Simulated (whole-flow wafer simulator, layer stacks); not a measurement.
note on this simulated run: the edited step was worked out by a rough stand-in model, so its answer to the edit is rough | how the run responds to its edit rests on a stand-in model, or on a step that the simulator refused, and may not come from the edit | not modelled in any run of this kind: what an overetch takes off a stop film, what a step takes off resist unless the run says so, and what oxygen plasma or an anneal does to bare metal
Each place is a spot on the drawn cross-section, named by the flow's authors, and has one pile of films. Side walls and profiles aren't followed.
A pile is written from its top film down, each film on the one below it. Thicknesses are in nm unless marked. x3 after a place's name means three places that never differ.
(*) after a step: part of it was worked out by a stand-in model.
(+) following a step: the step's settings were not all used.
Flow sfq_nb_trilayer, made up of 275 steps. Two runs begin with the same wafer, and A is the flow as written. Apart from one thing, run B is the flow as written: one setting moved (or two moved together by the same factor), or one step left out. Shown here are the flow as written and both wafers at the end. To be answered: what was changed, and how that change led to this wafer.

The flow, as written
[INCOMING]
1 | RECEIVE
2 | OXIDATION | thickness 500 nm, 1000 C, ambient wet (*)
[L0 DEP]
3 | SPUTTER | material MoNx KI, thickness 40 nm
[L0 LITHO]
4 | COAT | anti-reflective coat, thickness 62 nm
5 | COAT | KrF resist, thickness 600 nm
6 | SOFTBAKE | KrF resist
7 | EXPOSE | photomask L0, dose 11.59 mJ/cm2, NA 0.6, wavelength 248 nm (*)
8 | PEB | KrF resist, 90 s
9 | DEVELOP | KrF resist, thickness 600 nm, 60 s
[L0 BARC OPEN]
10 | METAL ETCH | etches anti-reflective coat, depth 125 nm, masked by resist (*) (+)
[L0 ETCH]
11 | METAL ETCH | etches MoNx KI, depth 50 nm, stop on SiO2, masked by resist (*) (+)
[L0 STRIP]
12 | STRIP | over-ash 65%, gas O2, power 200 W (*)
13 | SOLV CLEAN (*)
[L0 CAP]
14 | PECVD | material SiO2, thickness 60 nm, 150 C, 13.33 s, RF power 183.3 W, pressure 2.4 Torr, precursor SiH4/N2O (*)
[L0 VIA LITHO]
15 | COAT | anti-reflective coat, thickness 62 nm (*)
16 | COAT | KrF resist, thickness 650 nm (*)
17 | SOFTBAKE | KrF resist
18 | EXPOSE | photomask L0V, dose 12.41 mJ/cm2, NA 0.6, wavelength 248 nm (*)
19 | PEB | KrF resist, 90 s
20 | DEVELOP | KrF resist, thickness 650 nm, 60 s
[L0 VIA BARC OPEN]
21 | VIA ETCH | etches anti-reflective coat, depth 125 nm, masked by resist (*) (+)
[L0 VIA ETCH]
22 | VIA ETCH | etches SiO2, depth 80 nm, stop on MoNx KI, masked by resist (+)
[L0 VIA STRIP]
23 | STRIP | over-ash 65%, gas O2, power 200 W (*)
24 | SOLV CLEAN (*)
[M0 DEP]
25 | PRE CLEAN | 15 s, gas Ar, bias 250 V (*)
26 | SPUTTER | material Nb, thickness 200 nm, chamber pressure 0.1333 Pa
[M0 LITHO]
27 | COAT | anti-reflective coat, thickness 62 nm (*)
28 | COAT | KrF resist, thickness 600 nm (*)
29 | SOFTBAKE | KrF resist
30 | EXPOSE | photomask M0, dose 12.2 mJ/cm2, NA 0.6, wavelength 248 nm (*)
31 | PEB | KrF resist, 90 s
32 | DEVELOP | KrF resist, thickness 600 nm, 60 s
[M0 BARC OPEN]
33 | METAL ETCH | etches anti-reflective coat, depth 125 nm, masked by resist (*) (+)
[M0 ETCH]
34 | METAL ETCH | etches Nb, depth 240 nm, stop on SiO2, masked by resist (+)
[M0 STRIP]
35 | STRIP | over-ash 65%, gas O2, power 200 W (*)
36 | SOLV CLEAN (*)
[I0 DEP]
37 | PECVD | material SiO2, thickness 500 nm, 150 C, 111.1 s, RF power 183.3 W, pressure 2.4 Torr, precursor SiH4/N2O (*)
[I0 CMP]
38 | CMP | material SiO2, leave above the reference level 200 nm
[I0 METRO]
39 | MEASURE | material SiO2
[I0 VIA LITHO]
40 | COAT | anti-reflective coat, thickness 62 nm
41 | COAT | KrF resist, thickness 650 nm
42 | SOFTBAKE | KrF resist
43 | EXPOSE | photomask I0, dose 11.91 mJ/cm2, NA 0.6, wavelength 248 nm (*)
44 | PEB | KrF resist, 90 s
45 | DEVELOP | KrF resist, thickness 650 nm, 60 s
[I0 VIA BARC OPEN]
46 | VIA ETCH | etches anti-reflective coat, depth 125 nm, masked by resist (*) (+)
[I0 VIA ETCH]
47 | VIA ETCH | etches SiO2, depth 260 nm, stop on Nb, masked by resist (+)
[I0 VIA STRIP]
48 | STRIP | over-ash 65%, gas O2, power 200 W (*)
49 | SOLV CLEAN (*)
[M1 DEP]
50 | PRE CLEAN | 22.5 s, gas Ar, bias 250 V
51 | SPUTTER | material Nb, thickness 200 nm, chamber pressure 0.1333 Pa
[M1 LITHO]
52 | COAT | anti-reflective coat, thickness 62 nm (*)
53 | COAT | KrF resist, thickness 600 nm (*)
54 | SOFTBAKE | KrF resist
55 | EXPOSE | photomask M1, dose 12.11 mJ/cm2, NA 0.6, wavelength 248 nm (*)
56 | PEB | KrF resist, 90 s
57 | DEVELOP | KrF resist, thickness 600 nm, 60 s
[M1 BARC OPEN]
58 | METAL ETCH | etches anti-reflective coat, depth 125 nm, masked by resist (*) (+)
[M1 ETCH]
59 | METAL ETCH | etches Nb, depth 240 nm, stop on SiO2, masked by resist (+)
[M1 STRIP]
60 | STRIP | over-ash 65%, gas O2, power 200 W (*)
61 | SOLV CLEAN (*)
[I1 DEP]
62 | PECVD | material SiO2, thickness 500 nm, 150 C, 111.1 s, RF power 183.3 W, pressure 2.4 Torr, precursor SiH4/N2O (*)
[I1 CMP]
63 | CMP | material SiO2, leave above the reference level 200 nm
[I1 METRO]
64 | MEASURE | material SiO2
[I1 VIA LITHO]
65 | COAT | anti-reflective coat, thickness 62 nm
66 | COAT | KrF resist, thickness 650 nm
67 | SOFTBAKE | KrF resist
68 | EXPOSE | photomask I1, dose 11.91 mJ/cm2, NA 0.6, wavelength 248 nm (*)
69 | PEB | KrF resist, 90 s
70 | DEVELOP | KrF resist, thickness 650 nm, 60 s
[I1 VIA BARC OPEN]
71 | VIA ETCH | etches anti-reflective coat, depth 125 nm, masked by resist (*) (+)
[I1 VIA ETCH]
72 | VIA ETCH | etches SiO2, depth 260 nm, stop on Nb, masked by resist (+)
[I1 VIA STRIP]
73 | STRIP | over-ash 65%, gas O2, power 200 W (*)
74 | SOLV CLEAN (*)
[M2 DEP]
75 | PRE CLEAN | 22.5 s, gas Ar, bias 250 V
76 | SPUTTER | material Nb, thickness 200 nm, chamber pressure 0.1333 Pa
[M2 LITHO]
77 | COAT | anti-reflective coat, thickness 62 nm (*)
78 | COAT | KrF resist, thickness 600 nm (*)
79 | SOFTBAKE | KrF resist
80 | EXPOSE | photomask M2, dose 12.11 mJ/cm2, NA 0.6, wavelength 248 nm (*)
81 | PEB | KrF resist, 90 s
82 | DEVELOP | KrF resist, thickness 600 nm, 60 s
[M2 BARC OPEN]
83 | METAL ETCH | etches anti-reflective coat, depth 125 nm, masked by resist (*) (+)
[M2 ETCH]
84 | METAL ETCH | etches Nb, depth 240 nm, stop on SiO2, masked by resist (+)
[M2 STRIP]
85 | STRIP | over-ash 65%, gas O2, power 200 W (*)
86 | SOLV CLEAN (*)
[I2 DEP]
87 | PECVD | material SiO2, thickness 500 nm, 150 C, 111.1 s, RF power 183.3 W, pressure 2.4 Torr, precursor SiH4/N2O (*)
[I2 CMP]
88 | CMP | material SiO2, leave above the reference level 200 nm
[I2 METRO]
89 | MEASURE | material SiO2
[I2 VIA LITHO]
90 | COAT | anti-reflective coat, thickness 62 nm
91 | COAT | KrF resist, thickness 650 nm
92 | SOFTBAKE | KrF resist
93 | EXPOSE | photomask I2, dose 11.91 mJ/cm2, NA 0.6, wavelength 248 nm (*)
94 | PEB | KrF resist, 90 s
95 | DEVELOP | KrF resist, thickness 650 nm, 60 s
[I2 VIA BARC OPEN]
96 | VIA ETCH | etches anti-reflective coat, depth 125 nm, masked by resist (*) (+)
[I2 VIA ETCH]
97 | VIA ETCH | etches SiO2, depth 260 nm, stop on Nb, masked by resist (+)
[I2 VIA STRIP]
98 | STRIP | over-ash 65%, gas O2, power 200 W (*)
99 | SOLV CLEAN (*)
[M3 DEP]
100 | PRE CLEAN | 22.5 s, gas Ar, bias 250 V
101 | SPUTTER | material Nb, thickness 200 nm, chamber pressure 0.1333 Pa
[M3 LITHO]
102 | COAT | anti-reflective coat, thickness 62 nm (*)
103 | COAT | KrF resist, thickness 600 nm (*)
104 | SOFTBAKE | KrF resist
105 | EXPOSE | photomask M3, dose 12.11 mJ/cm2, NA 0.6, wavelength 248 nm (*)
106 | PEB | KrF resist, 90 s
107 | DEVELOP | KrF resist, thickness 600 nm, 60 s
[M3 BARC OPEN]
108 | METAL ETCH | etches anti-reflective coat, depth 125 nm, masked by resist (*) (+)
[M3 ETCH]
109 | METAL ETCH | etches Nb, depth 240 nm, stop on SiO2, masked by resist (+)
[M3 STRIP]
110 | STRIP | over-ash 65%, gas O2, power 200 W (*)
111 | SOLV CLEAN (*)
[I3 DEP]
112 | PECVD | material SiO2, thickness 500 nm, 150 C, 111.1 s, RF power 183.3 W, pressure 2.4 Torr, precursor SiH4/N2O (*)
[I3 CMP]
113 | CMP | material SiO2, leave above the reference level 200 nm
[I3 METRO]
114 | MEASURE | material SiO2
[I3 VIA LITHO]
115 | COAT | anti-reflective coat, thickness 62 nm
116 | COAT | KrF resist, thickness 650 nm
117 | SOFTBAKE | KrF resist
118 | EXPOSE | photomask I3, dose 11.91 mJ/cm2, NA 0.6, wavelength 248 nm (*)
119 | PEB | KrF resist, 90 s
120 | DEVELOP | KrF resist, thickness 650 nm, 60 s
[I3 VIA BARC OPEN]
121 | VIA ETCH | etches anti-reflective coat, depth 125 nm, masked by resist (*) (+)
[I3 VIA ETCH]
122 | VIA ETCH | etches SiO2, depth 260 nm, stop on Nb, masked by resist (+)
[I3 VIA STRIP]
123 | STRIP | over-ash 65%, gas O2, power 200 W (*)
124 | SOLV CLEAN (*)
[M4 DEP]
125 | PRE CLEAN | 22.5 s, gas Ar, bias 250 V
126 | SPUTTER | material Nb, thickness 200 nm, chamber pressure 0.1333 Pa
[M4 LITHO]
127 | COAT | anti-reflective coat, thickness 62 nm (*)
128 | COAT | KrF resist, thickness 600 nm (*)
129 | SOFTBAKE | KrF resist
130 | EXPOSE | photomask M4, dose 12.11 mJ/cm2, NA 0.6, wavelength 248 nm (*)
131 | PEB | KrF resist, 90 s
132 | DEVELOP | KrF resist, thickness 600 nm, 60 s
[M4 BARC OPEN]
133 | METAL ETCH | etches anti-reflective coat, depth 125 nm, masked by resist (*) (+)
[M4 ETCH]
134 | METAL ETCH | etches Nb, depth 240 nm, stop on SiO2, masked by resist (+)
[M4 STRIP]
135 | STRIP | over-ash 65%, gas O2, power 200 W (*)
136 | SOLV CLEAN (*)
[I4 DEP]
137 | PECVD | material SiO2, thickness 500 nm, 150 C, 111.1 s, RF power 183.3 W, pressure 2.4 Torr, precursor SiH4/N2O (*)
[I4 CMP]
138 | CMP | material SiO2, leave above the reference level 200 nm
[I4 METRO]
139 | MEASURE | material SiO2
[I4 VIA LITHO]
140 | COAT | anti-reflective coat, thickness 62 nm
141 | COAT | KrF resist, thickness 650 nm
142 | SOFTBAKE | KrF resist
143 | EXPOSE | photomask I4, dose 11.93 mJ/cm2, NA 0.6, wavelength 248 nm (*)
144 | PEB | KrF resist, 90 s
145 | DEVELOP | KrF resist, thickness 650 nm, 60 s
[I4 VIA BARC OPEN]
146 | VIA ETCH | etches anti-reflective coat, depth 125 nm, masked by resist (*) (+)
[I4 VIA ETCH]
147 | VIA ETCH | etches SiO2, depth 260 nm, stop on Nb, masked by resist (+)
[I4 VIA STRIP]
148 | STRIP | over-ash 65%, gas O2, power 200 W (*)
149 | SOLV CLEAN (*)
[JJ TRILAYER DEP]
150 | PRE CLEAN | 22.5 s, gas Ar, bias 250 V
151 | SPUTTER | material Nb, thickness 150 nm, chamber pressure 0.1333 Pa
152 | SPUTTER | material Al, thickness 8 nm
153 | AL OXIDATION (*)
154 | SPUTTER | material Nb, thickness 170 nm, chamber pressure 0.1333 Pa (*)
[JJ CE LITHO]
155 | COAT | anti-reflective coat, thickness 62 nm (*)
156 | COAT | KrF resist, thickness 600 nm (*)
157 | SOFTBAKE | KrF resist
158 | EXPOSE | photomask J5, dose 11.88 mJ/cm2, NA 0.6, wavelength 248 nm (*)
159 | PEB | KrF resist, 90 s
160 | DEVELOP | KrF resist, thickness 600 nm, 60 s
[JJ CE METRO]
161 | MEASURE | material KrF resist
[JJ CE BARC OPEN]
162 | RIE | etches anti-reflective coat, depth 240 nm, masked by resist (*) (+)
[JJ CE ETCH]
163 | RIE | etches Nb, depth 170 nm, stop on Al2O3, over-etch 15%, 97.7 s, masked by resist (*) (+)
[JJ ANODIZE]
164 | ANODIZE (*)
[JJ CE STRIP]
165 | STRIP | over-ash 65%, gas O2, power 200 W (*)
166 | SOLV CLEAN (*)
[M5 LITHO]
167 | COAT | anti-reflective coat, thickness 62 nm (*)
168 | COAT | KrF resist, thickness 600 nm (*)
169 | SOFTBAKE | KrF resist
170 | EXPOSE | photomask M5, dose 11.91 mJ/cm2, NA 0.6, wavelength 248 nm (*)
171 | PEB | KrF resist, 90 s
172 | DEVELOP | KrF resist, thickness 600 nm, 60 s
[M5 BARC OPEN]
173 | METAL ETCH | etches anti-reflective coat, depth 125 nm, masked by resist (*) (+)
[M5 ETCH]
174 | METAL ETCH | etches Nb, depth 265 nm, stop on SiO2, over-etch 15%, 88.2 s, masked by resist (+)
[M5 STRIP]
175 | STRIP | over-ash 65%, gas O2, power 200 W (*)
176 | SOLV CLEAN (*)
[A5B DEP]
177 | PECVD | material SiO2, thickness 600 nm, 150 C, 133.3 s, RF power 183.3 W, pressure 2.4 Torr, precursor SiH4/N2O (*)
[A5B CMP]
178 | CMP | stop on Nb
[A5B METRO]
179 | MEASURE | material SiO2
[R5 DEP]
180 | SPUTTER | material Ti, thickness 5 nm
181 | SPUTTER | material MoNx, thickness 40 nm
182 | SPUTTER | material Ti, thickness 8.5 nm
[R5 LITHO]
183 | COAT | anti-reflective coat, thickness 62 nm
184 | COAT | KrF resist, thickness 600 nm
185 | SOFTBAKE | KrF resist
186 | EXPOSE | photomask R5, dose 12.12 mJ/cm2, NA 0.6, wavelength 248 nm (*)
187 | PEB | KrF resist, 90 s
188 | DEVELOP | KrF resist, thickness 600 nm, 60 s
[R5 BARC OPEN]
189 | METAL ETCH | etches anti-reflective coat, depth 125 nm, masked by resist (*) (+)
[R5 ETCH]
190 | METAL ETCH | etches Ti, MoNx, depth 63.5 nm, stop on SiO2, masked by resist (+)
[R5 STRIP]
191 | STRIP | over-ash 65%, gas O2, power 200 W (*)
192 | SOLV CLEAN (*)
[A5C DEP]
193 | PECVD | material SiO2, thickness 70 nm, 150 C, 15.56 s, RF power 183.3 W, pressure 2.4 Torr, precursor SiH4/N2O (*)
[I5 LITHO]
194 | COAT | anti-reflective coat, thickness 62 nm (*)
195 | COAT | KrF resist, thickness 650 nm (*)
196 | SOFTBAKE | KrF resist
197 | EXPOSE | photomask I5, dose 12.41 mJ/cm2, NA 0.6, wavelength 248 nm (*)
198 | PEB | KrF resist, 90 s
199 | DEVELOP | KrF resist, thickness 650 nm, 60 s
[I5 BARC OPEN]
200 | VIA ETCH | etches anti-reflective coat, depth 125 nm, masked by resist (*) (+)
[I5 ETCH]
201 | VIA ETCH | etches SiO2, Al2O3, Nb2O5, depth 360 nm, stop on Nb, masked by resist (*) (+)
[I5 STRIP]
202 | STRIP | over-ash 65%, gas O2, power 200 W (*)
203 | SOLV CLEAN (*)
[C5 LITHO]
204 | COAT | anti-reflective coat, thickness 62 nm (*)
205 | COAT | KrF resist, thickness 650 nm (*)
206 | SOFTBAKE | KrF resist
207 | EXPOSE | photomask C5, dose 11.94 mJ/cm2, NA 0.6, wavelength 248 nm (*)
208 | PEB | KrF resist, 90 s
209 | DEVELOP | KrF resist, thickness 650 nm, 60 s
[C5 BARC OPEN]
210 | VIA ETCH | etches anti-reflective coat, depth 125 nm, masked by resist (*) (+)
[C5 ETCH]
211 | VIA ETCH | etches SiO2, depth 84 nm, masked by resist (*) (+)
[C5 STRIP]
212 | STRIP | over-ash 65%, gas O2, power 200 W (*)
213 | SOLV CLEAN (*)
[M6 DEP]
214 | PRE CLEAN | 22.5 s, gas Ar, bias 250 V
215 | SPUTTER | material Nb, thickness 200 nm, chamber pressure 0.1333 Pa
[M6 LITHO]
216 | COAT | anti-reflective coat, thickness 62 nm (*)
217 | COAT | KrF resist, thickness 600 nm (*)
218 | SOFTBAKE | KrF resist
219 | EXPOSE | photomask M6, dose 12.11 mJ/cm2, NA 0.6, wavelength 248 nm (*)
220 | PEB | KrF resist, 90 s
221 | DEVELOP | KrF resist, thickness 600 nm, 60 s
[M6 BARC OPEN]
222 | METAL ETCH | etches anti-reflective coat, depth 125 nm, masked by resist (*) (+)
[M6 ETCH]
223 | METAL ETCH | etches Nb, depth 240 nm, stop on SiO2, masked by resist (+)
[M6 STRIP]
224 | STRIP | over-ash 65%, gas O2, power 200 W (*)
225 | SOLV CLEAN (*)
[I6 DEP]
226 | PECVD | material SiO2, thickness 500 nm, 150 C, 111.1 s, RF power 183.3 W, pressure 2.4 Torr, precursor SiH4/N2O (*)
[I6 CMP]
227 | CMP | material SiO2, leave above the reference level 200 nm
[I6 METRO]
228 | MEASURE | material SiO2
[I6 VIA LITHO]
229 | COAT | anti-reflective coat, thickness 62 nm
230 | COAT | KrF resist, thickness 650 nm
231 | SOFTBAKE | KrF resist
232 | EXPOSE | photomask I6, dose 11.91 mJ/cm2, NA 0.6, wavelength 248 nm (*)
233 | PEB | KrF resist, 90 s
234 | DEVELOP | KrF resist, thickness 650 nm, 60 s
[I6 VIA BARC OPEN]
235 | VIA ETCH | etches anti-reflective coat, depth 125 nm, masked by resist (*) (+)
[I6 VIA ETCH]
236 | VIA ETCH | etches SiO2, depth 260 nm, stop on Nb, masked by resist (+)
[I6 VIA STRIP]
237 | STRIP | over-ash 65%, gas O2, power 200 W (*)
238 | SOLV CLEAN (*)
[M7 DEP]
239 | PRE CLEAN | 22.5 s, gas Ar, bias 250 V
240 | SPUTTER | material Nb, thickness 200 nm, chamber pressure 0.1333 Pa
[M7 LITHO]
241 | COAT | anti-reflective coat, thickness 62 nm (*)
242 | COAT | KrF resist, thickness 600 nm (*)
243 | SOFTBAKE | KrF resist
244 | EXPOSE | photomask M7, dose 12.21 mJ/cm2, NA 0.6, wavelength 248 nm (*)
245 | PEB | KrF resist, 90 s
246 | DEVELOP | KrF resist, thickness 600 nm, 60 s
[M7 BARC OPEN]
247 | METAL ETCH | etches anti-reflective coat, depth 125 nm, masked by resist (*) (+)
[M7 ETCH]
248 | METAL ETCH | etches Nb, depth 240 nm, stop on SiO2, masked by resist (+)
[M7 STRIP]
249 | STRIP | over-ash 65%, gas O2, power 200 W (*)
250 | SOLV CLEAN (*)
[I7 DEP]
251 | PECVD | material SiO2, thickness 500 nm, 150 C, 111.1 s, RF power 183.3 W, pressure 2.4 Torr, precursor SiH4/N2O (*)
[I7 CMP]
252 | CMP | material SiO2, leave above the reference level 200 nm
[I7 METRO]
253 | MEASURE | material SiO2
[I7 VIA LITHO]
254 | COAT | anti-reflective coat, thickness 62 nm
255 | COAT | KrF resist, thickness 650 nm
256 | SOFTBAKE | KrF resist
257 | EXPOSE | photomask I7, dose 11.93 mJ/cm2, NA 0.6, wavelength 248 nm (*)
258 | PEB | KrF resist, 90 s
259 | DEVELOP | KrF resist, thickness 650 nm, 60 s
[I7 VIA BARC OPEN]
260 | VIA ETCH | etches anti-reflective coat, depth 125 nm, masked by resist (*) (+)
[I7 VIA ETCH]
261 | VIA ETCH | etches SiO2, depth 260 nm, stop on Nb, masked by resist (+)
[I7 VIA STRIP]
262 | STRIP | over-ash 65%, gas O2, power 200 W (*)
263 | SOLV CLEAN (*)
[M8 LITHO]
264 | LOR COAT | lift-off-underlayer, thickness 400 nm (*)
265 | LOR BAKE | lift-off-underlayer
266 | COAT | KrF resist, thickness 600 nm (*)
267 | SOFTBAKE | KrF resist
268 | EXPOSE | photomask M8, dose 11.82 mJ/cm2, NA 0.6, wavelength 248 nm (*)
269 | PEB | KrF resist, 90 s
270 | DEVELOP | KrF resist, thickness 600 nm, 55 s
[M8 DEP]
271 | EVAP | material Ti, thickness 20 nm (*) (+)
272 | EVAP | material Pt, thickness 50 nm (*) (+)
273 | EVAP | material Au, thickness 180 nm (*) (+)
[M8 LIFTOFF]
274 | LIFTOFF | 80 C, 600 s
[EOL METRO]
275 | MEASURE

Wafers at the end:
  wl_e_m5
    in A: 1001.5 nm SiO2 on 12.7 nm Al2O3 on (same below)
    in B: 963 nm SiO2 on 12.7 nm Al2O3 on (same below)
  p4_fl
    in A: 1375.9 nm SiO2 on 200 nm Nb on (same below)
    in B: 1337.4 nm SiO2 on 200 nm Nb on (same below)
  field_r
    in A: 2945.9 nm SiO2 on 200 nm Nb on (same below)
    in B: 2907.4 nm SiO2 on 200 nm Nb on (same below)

The reason: step 193, PECVD: thickness 31.5 nm was run, though the flow has thickness 70 nm; step 193, PECVD: 7 s was run, where the flow has 15.56 s.

How this came from the change, step by step:
  193 | PECVD | material SiO2, thickness 70 nm, 150 C, 15.56 s, RF power 183.3 W, pressure 2.4 Torr, precursor SiH4/N2O (*)
      field_l, v_sur, via_wl and 92 more: A +70 SiO2 | B +31.5 SiO2
      ce_l, c5j, ce_r and 8 more: A +70 SiO2 (new film) | B +31.5 SiO2 (new film)
  194 | COAT | anti-reflective coat, thickness 62 nm (*)
      r5r_line_l: A +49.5 anti-reflective coat (new film) | B +48.4 anti-reflective coat (new film)
      r5r_line_c: A +49.4 anti-reflective coat (new film) | B +48.4 anti-reflective coat (new film)
  201 | VIA ETCH | etches SiO2, Al2O3, Nb2O5, depth 360 nm, stop on Nb, masked by resist (*) (+)
      be: A -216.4 SiO2 (all of it), -12.7 Al2O3 (all of it), -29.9 Nb2O5 (all of it) | B -177.9 SiO2 (all of it), -12.7 Al2O3 (all of it), -29.9 Nb2O5 (all of it)
  202 | STRIP | over-ash 65%, gas O2, power 200 W (*)
      r5r_line_l: A -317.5 KrF resist (all of it), -49.5 anti-reflective coat (all of it) | B -317.4 KrF resist (all of it), -48.4 anti-reflective coat (all of it)
      r5r_line_c: A -317.5 KrF resist (all of it), -49.4 anti-reflective coat (all of it) | B -317.3 KrF resist (all of it), -48.4 anti-reflective coat (all of it)
  204 | COAT | anti-reflective coat, thickness 62 nm (*)
      wire: A +47.4 anti-reflective coat (new film) | B +48.8 anti-reflective coat (new film)
      be: A +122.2 anti-reflective coat (new film) | B +116.3 anti-reflective coat (new film)
      (and at 3 other places as well)
  205 | COAT | KrF resist, thickness 650 nm (*)
      be: A +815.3 KrF resist (new film) | B +787.9 KrF resist (new film)
  211 | VIA ETCH | etches SiO2, depth 84 nm, masked by resist (*) (+)
      field_l, v_sur, via_wl and 101 more: A -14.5 KrF resist | B -8.11 KrF resist
      c5j: A -69.9 SiO2 (all of it), -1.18 Nb | B -31.4 SiO2 (all of it), -1.3 Nb
      (and at 1 other place as well)
  212 | STRIP | over-ash 65%, gas O2, power 200 W (*)
      wire: A -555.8 KrF resist (all of it), -47.4 anti-reflective coat (all of it) | B -564.1 KrF resist (all of it), -48.8 anti-reflective coat (all of it)
      be: A -728.2 KrF resist (all of it), -122.2 anti-reflective coat (all of it) | B -707.1 KrF resist (all of it), -116.3 anti-reflective coat (all of it)
      (and at 3 other places as well)
  215 | SPUTTER | material Nb, thickness 200 nm, chamber pressure 0.1333 Pa
      be: A +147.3 Nb | B +156.2 Nb
      c5j: A +188.4 Nb | B +197.8 Nb
      (and at 1 other place as well)
  216 | COAT | anti-reflective coat, thickness 62 nm (*)
      wire: A +48.3 anti-reflective coat (new film) | B +49.4 anti-reflective coat (new film)
      be: A +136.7 anti-reflective coat (new film) | B +129.4 anti-reflective coat (new film)
      (and at 9 other places as well)
  217 | COAT | KrF resist, thickness 600 nm (*)
      be: A +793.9 KrF resist (new film) | B +761.1 KrF resist (new film)
      c5j: A +636 KrF resist (new film) | B +620.3 KrF resist (new film)
      (and at 1 other place as well)
  224 | STRIP | over-ash 65%, gas O2, power 200 W (*)
      wire: A -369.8 KrF resist (all of it), -48.3 anti-reflective coat (all of it) | B -373.1 KrF resist (all of it), -49.4 anti-reflective coat (all of it)
      be: A -575.8 KrF resist (all of it), -136.7 anti-reflective coat (all of it) | B -543.1 KrF resist (all of it), -129.4 anti-reflective coat (all of it)
      (and at 9 other places as well)
  226 | PECVD | material SiO2, thickness 500 nm, 150 C, 111.1 s, RF power 183.3 W, pressure 2.4 Torr, precursor SiH4/N2O (*)
      be: A +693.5 SiO2 (new film) | B +646.1 SiO2 (new film)
      c5j: A +514.7 SiO2 (new film) | B +500 SiO2 (new film)
  227 | CMP | material SiO2, leave above the reference level 200 nm
      c5j: A -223 SiO2 | B -256 SiO2
      res: A -279.4 SiO2 | B -325 SiO2
